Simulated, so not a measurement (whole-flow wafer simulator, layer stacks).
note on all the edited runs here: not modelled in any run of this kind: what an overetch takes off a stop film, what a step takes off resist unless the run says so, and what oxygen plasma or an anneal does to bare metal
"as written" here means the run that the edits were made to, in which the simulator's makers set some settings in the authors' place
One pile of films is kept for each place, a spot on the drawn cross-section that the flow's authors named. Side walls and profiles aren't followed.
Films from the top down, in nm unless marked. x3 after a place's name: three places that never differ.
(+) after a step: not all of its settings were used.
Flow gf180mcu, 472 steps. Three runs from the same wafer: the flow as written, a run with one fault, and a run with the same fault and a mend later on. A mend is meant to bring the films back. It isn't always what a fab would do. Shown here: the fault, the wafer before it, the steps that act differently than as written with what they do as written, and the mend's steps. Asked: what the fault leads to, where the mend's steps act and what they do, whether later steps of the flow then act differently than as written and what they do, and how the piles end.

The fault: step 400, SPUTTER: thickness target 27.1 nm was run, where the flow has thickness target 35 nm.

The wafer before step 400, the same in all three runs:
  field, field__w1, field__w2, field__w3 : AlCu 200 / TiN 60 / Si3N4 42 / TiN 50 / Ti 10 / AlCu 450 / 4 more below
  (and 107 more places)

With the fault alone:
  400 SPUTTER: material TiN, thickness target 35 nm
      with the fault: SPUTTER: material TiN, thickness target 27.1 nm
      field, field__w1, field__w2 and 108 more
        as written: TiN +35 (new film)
        with the fault: TiN +27.1 (new film)
  Later steps of the flow that act differently than as written (9 more steps differ only slightly, by at most 2% or 0.5 nm, whichever is larger, and aren't shown):
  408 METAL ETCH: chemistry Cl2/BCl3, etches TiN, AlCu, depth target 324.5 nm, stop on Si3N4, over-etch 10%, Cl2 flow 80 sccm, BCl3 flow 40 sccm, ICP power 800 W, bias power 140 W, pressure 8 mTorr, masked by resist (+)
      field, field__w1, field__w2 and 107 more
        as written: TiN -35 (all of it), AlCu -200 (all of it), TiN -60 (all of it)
        with the fault: TiN -27.1 (all of it), AlCu -200 (all of it), TiN -60 (all of it)
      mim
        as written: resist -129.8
        with the fault: resist -126.3
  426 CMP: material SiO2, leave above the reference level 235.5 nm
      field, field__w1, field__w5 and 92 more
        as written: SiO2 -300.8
        with the fault: SiO2 -308.7
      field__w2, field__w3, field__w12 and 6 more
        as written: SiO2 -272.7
        with the fault: SiO2 -280.6
  At the end the piles differ from the flow's by more than 2% or 0.5 nm, whichever is larger, at mim.
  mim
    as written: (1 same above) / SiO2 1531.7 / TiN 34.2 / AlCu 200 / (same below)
    with the fault: (1 same above) / SiO2 1531.7 / TiN 26.3 / AlCu 200 / (same below)

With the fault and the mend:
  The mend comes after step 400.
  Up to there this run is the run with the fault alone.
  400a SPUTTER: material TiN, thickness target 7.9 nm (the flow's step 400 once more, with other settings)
      field, field__w1, field__w2 and 108 more
        TiN +7.9
  No later step of the flow acts differently than as written at any place that is followed.
  At the end the piles are the same as the flow's at every place that both follow.
